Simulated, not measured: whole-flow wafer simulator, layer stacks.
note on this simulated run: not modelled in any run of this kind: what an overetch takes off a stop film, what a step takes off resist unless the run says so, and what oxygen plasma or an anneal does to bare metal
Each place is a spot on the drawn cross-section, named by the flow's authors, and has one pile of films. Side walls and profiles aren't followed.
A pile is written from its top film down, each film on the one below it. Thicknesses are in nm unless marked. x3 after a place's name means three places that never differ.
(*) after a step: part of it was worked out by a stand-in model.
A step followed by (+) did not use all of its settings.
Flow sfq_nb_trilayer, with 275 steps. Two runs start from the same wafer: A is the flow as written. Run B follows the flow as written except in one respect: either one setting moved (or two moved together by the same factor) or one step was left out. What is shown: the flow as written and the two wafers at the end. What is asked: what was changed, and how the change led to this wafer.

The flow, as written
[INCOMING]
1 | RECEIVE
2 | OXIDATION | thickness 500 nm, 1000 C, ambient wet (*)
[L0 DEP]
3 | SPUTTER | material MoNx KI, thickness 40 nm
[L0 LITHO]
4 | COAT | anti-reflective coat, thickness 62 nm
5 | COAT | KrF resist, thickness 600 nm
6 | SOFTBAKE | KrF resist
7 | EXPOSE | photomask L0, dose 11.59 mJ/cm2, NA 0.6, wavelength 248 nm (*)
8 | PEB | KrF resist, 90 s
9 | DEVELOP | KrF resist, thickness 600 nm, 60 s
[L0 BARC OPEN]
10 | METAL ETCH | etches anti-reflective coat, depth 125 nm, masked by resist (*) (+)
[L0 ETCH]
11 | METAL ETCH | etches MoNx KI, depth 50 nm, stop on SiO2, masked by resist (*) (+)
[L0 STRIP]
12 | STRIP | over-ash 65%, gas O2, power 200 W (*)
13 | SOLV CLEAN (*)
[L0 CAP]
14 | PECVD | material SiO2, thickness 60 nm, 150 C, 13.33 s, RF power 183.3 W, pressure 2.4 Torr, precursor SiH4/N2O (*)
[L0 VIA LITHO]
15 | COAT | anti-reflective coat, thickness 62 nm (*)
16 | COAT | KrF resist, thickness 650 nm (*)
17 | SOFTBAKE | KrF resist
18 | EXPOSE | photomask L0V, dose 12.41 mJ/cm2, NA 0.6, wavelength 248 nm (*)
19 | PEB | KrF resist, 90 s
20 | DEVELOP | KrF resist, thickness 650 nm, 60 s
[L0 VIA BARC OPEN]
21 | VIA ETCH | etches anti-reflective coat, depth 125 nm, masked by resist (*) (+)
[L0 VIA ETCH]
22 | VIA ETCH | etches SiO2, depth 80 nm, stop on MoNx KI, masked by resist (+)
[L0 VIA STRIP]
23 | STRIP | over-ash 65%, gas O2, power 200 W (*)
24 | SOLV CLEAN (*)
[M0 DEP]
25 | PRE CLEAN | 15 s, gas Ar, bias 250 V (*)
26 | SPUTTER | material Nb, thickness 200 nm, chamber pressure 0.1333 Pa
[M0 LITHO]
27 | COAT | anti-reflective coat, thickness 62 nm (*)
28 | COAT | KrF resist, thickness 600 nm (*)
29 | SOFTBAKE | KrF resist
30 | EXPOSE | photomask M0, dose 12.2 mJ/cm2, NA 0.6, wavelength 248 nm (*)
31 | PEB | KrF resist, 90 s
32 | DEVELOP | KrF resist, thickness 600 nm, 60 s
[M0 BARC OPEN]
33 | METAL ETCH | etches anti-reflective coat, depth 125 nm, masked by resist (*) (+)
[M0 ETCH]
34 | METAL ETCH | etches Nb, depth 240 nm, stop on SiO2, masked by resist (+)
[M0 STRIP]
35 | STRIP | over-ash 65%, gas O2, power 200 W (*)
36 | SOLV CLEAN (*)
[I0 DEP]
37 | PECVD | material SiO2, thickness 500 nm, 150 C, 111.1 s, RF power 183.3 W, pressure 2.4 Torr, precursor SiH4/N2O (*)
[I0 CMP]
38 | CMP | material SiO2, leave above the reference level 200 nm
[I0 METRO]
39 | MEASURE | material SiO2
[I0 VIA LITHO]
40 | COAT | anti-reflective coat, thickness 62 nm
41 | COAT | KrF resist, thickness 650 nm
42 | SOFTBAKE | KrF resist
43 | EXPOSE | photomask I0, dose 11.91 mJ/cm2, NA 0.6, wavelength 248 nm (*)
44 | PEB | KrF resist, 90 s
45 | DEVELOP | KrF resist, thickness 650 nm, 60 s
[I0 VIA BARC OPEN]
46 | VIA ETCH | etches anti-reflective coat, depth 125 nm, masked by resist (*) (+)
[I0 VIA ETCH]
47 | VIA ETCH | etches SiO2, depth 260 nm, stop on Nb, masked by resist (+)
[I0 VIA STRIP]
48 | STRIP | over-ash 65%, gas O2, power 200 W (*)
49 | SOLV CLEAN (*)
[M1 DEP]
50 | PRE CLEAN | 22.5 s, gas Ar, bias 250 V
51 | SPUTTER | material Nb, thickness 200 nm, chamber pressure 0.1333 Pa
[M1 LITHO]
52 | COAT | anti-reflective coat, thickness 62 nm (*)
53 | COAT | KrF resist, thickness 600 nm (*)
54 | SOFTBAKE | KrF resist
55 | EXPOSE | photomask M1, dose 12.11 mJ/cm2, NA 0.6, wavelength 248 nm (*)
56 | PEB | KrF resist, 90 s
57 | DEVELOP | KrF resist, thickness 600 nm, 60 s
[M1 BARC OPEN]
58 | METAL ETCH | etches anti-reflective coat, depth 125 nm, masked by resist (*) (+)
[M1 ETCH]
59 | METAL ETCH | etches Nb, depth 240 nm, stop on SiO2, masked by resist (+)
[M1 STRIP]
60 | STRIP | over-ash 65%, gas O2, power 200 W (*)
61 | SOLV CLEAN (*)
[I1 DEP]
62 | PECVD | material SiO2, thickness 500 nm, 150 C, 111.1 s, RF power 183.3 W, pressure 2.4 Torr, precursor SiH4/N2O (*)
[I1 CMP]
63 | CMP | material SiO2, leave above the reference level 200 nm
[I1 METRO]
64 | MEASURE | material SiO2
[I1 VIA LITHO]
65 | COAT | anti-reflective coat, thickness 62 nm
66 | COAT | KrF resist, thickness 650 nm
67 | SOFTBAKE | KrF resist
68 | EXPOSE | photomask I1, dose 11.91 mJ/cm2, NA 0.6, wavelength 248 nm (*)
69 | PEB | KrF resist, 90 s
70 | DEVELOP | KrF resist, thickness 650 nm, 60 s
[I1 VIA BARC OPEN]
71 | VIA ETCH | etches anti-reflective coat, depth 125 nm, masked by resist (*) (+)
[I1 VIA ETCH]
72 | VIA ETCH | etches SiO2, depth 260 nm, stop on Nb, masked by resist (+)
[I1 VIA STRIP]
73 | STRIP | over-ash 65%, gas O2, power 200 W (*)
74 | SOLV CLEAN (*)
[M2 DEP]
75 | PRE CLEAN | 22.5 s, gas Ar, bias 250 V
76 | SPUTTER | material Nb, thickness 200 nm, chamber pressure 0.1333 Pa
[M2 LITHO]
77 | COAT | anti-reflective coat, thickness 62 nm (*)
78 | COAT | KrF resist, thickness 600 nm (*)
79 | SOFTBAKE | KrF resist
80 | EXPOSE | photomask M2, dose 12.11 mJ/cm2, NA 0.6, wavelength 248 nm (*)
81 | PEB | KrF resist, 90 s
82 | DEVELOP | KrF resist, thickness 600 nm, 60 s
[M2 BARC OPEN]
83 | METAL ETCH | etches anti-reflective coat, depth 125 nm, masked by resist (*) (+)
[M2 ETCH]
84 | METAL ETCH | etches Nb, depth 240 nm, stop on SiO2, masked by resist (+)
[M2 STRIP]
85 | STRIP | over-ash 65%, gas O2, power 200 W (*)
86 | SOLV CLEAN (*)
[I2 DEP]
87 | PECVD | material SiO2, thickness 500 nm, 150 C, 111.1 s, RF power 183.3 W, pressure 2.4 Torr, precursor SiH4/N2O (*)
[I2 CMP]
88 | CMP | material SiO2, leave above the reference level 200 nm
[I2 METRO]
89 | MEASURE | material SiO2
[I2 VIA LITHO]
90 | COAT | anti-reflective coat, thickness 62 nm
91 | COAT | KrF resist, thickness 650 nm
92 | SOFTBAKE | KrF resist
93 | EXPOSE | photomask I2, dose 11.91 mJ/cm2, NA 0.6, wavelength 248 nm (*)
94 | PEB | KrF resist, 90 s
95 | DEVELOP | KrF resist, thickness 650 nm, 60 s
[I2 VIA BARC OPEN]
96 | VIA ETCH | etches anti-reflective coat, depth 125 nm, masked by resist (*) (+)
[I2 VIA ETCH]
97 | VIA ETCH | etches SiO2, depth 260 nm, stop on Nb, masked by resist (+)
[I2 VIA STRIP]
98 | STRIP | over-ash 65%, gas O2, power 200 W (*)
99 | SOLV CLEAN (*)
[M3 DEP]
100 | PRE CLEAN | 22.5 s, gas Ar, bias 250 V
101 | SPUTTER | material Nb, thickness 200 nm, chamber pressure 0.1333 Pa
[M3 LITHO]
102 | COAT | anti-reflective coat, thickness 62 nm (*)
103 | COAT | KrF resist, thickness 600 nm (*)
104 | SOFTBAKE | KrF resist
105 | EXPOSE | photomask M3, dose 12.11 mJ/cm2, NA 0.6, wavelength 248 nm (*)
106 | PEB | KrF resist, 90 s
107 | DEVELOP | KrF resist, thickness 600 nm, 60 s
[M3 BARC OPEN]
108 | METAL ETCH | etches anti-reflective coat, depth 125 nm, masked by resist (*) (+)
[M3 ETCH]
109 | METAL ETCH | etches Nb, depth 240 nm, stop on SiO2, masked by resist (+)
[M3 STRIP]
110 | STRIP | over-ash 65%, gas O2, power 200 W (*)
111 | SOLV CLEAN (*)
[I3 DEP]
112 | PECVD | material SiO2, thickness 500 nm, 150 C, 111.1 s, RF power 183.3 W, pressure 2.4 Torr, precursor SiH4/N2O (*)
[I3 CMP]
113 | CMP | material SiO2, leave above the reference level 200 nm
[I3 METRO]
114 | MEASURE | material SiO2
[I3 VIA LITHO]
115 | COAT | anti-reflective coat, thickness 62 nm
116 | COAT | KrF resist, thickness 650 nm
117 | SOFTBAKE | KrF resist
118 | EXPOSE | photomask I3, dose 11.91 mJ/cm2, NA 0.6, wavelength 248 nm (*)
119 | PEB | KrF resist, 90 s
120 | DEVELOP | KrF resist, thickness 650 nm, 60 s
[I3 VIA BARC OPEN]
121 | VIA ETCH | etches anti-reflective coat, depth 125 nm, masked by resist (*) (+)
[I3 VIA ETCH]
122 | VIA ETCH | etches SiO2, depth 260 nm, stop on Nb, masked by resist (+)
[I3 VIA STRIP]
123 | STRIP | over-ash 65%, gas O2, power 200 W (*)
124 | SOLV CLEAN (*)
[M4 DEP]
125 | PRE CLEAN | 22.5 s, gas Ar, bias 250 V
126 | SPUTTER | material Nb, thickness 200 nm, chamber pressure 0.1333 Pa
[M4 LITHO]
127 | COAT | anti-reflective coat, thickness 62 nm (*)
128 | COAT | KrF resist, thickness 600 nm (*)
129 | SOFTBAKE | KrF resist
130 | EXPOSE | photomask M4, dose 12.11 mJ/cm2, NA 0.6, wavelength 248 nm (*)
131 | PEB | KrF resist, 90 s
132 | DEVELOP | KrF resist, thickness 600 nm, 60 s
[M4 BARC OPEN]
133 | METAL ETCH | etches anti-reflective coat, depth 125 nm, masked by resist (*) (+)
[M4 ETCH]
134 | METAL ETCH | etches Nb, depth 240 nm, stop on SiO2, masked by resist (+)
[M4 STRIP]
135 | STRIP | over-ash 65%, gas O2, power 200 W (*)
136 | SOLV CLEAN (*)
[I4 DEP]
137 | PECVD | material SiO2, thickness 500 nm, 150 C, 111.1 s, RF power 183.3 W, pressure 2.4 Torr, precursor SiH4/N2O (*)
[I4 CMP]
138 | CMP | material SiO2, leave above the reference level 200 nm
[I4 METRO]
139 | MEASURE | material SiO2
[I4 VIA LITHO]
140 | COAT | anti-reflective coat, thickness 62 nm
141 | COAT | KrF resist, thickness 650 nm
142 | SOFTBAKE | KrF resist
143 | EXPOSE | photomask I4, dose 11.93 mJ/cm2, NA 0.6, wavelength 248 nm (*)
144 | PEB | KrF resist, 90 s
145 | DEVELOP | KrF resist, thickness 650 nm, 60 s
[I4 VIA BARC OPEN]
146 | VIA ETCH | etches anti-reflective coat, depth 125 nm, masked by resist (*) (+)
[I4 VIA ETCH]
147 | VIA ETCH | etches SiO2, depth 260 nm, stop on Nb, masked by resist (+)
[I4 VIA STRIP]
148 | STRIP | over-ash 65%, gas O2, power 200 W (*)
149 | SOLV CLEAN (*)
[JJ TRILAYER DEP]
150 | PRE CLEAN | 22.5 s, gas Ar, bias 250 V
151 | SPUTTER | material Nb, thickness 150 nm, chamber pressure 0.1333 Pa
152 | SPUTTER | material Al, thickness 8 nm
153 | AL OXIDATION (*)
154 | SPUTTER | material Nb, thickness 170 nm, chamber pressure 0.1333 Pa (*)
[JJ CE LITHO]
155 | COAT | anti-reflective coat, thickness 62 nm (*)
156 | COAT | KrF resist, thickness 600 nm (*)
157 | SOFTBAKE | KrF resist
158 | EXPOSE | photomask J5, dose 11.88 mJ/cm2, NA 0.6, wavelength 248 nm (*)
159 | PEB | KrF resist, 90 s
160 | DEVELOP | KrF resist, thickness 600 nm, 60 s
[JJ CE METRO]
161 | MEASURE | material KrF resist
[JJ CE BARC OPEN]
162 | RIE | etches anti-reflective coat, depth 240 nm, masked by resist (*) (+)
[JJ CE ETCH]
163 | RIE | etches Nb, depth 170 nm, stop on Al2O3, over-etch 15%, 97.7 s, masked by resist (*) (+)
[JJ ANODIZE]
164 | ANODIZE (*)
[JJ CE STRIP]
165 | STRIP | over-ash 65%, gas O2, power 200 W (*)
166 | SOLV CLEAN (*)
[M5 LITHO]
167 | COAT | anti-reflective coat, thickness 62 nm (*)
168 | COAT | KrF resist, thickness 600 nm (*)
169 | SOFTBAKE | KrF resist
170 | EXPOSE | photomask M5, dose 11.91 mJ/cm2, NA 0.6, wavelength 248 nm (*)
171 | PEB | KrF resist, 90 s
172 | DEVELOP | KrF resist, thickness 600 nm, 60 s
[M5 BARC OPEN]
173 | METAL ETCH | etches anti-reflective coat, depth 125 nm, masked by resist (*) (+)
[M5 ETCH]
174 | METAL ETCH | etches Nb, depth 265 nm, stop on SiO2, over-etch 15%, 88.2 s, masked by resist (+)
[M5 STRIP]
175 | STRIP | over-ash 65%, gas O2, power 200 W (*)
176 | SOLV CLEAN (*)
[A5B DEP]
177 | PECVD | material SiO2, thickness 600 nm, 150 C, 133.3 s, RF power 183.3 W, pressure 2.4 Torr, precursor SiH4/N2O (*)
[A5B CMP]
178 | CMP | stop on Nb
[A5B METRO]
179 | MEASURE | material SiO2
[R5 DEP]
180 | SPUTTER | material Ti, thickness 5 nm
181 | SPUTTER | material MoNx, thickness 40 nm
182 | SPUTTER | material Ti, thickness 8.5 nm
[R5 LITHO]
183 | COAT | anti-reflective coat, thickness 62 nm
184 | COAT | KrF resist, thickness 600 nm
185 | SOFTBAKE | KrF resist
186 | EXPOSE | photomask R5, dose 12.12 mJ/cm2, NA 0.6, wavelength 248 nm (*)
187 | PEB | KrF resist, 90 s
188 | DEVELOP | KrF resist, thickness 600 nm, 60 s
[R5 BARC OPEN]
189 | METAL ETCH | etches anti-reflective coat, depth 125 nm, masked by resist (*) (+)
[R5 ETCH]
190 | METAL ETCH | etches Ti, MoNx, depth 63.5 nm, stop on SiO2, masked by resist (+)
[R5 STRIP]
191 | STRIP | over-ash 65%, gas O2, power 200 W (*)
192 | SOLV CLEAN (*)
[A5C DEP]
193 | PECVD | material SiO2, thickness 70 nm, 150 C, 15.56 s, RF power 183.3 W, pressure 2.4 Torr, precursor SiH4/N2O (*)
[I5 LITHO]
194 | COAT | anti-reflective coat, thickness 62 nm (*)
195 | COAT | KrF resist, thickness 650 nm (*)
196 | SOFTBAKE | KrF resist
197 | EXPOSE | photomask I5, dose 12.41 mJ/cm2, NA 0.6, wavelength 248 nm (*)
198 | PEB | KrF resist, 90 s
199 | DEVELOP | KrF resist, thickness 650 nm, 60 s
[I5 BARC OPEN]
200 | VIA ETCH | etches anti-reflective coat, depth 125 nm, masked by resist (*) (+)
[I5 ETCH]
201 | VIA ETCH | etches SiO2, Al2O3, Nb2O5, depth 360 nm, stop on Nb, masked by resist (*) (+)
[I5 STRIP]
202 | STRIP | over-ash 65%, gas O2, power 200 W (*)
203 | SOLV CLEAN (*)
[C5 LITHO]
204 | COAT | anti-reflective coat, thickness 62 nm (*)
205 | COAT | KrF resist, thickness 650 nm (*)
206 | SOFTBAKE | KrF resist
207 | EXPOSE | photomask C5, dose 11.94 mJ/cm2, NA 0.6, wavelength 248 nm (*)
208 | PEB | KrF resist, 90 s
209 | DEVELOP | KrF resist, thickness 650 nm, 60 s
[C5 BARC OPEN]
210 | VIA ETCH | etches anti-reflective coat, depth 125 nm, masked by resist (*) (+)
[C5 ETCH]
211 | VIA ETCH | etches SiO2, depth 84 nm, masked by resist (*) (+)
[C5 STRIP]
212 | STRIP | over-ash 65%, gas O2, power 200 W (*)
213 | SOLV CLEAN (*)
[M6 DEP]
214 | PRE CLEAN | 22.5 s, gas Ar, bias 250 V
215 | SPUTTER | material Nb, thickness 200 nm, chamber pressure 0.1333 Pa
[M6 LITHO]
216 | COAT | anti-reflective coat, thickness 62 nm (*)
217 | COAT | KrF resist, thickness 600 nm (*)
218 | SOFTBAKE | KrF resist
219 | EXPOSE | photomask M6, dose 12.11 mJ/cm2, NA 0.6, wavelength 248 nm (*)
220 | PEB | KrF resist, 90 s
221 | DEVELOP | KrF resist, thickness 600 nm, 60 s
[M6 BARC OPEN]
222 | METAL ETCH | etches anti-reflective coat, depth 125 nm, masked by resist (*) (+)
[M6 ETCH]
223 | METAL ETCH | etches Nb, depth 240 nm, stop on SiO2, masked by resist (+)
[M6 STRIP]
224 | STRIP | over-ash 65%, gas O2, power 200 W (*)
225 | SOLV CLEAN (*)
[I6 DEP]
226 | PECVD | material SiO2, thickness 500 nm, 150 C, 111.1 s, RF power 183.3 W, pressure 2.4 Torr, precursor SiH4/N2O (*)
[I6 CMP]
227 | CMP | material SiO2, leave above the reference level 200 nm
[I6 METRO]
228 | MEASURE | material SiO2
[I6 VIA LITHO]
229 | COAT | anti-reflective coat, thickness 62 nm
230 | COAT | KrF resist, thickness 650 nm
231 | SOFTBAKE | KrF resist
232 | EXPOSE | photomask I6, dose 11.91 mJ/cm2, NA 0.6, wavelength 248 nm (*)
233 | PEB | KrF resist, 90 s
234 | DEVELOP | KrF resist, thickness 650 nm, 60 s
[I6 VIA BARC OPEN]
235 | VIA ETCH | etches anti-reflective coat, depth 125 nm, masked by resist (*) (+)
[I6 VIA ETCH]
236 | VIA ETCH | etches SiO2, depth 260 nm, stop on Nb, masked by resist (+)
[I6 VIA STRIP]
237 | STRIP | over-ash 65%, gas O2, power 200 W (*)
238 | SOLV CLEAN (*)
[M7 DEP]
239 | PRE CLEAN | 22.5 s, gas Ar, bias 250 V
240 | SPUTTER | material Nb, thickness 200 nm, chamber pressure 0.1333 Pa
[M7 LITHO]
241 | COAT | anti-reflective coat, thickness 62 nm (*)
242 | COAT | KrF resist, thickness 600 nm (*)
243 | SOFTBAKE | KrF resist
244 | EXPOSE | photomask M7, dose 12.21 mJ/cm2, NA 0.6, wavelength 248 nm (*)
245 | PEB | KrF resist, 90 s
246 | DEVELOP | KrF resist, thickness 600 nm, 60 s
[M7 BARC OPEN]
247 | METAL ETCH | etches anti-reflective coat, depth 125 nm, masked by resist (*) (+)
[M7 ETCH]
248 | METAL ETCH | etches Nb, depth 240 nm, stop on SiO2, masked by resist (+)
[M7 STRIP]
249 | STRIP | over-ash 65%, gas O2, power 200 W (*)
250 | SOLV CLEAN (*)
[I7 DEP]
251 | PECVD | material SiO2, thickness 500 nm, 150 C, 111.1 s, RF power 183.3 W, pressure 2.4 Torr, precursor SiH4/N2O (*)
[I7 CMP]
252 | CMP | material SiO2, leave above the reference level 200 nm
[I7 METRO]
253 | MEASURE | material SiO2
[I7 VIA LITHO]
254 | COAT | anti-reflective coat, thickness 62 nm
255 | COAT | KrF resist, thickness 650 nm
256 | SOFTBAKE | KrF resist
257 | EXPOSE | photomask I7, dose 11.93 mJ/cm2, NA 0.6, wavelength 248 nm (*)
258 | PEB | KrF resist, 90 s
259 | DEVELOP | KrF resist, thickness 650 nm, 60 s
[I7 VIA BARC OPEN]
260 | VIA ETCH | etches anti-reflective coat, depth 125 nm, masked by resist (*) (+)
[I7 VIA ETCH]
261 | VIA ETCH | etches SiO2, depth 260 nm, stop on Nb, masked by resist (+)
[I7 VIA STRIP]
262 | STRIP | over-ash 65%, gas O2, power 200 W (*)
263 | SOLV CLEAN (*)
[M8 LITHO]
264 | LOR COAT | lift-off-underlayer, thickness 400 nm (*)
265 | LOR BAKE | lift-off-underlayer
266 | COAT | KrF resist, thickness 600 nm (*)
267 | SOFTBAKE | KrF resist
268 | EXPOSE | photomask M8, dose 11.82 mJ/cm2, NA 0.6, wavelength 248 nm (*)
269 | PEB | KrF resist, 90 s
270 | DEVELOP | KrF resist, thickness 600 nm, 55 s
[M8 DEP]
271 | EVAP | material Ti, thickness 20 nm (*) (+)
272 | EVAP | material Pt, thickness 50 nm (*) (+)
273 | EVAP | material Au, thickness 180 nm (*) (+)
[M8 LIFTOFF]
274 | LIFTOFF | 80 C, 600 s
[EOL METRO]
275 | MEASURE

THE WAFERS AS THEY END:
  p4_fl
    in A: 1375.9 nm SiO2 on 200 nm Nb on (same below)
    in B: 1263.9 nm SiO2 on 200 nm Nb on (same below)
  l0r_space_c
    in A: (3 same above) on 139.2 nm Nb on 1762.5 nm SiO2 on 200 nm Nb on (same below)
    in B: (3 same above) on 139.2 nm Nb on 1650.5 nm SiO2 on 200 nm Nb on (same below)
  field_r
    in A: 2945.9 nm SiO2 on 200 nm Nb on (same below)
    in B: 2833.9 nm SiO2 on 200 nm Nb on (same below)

Cause: step 138, CMP: leave above the reference level 88 nm was run, while the flow as written has leave above the reference level 200 nm.

Step by step, how the change led to this:
  138 | CMP | material SiO2, leave above the reference level 200 nm
      field_l, be, be_sur and 55 more: A SiO2 loses 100 | B SiO2 loses 212
      v_sur, via_wl, via_w and 35 more: A SiO2 loses 300 | B SiO2 loses 412
      (also at 10 further places)
  147 | VIA ETCH | etches SiO2, depth 260 nm, stop on Nb, masked by resist (+)
      field_l, v_sur, via_sp and 100 more: A KrF resist loses 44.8 | B KrF resist loses 22.7
      via_wl, via_w, via_wr: A SiO2 loses 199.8 (all of it) | B SiO2 loses 87.8 (all of it)
  148 | STRIP | over-ash 65%, gas O2, power 200 W (*)
      field_l, v_sur, via_sp and 100 more: A KrF resist loses 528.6 (all of it), anti-reflective coat loses 62 (all of it) | B KrF resist loses 550.7 (all of it), anti-reflective coat loses 62 (all of it)
  151 | SPUTTER | material Nb, thickness 150 nm, chamber pressure 0.1333 Pa
      via_wl, via_w, via_wr: A Nb gains 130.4 | B Nb gains 143.6
  152 | SPUTTER | material Al, thickness 8 nm
      via_wl, via_wr: A Al gains 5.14 (new film) | B Al gains 6.5 (new film)
      via_w: A Al gains 7.12 (new film) | B Al gains 7.91 (new film)
  154 | SPUTTER | material Nb, thickness 170 nm, chamber pressure 0.1333 Pa (*)
      via_wl, via_wr: A Nb gains 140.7 (new film) | B Nb gains 134.3 (new film)
      via_w: A Nb gains 141 (new film) | B Nb gains 168.7 (new film)
  155 | COAT | anti-reflective coat, thickness 62 nm (*)
      via_wl, via_wr: A anti-reflective coat gains 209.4 (new film) | B anti-reflective coat gains 148.6 (new film)
      v_sur: A anti-reflective coat gains 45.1 (new film) | B anti-reflective coat gains 51.1 (new film)
      (also at 2 further places)
  156 | COAT | KrF resist, thickness 600 nm (*)
      via_wl: A KrF resist gains 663 (new film) | B KrF resist gains 628.4 (new film)
      via_w: A KrF resist gains 763.8 (new film) | B KrF resist gains 653.9 (new film)
      (also at 1 further place)
  160 | DEVELOP | KrF resist, thickness 600 nm, 60 s
      via_wl: A KrF resist loses 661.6 (all of it) | B KrF resist loses 627.1 (all of it)
      via_w: A KrF resist loses 762.1 (all of it) | B KrF resist loses 652.5 (all of it)
      (also at 1 further place)
  162 | RIE | etches anti-reflective coat, depth 240 nm, masked by resist (*) (+)
      ce_l, c5j, ce_r, wl_jj: A KrF resist loses 209.4 | B KrF resist loses 148.6
      via_wl, via_wr: A anti-reflective coat loses 209.4 (all of it) | B anti-reflective coat loses 148.6 (all of it)
      (also at 3 further places)
  163 | RIE | etches Nb, depth 170 nm, stop on Al2O3, over-etch 15%, 97.7 s, masked by resist (*) (+)
      via_w: A Nb loses 141 (all of it), Al2O3 loses 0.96 (all of it) | B Nb loses 168.7 (all of it), Al2O3 loses 0.54
      via_wl, via_wr: A Nb loses 140.7 (all of it), Al2O3 loses 0.96 (all of it) | B Nb loses 134.3 (all of it), Al2O3 loses 0.96 (all of it)
  164 | ANODIZE (*)
      via_w: A Al2O3 gains 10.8 (new film), Nb2O5 gains 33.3 (new film), Al loses 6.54 (all of it), Nb loses 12 | B Al2O3 gains 12.1, Nb2O5 gains 30.3 (new film), Al loses 7.33 (all of it), Nb loses 10.9
      via_wl, via_wr: A Al2O3 gains 7.52 (new film), Nb2O5 gains 39.2 (new film), Al loses 4.56 (all of it), Nb loses 14.1 | B Al2O3 gains 9.77 (new film), Nb2O5 gains 35.2 (new film), Al loses 5.92 (all of it), Nb loses 12.7
  165 | STRIP | over-ash 65%, gas O2, power 200 W (*)
      c5j, ce_r: A KrF resist loses 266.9 (all of it), anti-reflective coat loses 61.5 (all of it) | B KrF resist loses 328.4 (all of it), anti-reflective coat loses 61.8 (all of it)
      ce_l: A KrF resist loses 266.8 (all of it), anti-reflective coat loses 61.4 (all of it) | B KrF resist loses 328.4 (all of it), anti-reflective coat loses 61.8 (all of it)
      (also at 1 further place)
  167 | COAT | anti-reflective coat, thickness 62 nm (*)
      v_sur: A anti-reflective coat gains 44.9 (new film) | B anti-reflective coat gains 48.5 (new film)
      via_wl: A anti-reflective coat gains 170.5 (new film) | B anti-reflective coat gains 98.3 (new film)
      (also at 3 further places)
  168 | COAT | KrF resist, thickness 600 nm (*)
      v_sur: A KrF resist gains 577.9 (new film) | B KrF resist gains 595.6 (new film)
      via_wl: A KrF resist gains 656 (new film) | B KrF resist gains 632.9 (new film)
      (also at 3 further places)
  175 | STRIP | over-ash 65%, gas O2, power 200 W (*)
      v_sur: A KrF resist loses 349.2 (all of it), anti-reflective coat loses 44.9 (all of it) | B KrF resist loses 366.8 (all of it), anti-reflective coat loses 48.5 (all of it)
      via_wl: A KrF resist loses 427 (all of it), anti-reflective coat loses 170.5 (all of it) | B KrF resist loses 403.9 (all of it), anti-reflective coat loses 98.3 (all of it)
      (also at 3 further places)
  178 | CMP | stop on Nb
      via_wl, via_wr: A SiO2 loses 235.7 | B SiO2 loses 360.6
      via_w: A SiO2 loses 235.2 | B SiO2 loses 360.2
